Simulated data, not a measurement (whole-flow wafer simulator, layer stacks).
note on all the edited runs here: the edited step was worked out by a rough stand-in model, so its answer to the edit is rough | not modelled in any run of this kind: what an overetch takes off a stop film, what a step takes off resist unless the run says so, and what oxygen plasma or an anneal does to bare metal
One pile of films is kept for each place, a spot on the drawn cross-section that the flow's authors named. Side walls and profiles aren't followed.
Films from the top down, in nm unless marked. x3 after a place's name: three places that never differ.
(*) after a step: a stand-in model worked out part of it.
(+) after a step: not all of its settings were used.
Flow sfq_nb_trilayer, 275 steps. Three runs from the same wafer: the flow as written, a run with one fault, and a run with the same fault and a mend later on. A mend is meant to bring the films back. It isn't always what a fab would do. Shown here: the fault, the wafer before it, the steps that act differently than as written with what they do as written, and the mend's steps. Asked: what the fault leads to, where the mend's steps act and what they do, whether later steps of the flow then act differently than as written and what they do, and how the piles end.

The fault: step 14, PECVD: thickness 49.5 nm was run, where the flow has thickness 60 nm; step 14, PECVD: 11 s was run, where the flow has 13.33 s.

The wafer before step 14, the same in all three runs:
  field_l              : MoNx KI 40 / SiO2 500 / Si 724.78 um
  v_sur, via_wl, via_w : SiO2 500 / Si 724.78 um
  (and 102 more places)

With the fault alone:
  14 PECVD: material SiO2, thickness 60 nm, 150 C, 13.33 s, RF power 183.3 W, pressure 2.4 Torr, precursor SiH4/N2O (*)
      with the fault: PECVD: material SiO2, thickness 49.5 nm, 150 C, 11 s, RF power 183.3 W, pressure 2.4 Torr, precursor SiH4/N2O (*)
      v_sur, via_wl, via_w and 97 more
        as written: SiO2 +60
        with the fault: SiO2 +49.5
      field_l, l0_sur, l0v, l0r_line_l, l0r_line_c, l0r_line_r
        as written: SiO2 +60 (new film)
        with the fault: SiO2 +49.5 (new film)
  Later steps of the flow that act differently than as written (8 more steps differ only slightly, by at most 2% or 0.5 nm, whichever is larger, and aren't shown):
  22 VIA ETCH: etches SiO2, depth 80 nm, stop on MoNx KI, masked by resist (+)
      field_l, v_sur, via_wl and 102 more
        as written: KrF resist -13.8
        with the fault: KrF resist -12.8
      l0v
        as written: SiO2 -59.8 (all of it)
        with the fault: SiO2 -49.3 (all of it)
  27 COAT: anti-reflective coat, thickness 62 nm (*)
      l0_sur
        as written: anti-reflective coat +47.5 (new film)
        with the fault: anti-reflective coat +48.6 (new film)
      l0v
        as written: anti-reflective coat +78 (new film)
        with the fault: anti-reflective coat +74.8 (new film)
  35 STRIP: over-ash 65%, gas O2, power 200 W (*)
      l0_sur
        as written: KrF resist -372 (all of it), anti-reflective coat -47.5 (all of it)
        with the fault: KrF resist -372.6 (all of it), anti-reflective coat -48.6 (all of it)
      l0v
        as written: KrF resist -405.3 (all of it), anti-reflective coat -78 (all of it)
        with the fault: KrF resist -398.7 (all of it), anti-reflective coat -74.8 (all of it)
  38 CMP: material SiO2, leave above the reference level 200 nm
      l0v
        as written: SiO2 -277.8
        with the fault: SiO2 -290
  At the end the piles differ from the flow's by more than 2% or 0.5 nm, whichever is larger, at field_l, l0_sur, l0r_line_l, l0r_line_c, l0r_line_r.
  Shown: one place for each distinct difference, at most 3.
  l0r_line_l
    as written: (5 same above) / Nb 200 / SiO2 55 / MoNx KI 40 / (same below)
    with the fault: (5 same above) / Nb 200 / SiO2 44.5 / MoNx KI 40 / (same below)
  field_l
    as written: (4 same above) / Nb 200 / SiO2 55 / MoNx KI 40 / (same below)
    with the fault: (4 same above) / Nb 200 / SiO2 44.5 / MoNx KI 40 / (same below)
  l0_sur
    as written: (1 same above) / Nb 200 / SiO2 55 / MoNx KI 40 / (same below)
    with the fault: (1 same above) / Nb 200 / SiO2 44.5 / MoNx KI 40 / (same below)

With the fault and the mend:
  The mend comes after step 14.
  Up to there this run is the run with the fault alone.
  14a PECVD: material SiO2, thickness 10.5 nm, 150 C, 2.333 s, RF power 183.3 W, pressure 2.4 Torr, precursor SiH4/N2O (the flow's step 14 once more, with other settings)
      field_l, v_sur, via_wl and 103 more
        SiO2 +10.5
  No later step of the flow acts differently than as written, at any place that is followed, by more than 2% or 0.5 nm, whichever is larger.
  At the end the piles are the same as the flow's at every place that both follow.
